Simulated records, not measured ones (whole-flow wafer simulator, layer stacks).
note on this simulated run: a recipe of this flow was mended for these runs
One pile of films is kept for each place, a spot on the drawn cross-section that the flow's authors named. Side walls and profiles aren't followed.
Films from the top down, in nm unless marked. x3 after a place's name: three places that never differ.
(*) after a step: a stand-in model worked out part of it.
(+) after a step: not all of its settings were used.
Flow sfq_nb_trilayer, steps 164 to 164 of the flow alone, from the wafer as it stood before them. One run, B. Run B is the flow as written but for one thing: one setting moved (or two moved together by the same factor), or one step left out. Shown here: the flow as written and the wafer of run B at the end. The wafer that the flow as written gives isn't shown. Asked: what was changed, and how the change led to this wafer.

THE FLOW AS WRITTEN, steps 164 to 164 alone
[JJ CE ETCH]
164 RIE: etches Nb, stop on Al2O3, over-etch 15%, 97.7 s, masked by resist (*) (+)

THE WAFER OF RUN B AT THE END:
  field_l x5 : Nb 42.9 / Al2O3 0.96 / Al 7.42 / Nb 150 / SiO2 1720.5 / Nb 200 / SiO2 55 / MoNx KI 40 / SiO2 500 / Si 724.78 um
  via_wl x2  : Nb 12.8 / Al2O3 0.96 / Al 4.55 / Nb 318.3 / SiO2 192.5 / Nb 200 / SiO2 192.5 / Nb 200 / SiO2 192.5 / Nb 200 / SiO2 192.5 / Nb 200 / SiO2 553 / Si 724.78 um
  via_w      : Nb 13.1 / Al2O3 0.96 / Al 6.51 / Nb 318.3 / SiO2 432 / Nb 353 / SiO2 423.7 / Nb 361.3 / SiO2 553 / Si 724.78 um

The cause: step 164, RIE: 63.5 s was run, where the flow has 97.7 s.

How the change led to this, step by step:
  164 RIE: etches Nb, stop on Al2O3, over-etch 15%, 97.7 s, masked by resist (*) (+)
      field_l x5, v_sur x17, via_v and 76 more: Nb -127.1 (as written it would be: Nb -170 (all of it), Al2O3 -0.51)
      via_wl x2: Nb -127.1 (as written it would be: Nb -139.9 (all of it), Al2O3 -0.96 (all of it))
      (and at 5 more places)
Counting metal films that touch as one body, field_l x5 has 4 bodies (between them, from the top down: Al2O3 0.96; SiO2 1720.5; SiO2 55); the flow as written gives 3 bodies (between them, from the top down: SiO2 1720.5; SiO2 55).
Counting metal films that touch as one body, via_wl x2 has 6 bodies (between them, from the top down: Al2O3 0.96; SiO2 192.5; SiO2 192.5; SiO2 192.5; SiO2 192.5); the flow as written gives 5 bodies (between them, from the top down: SiO2 192.5; SiO2 192.5; SiO2 192.5; SiO2 192.5).
Counting metal films that touch as one body, via_w has 4 bodies (between them, from the top down: Al2O3 0.96; SiO2 432; SiO2 423.7); the flow as written gives 3 bodies (between them, from the top down: SiO2 432; SiO2 423.7).
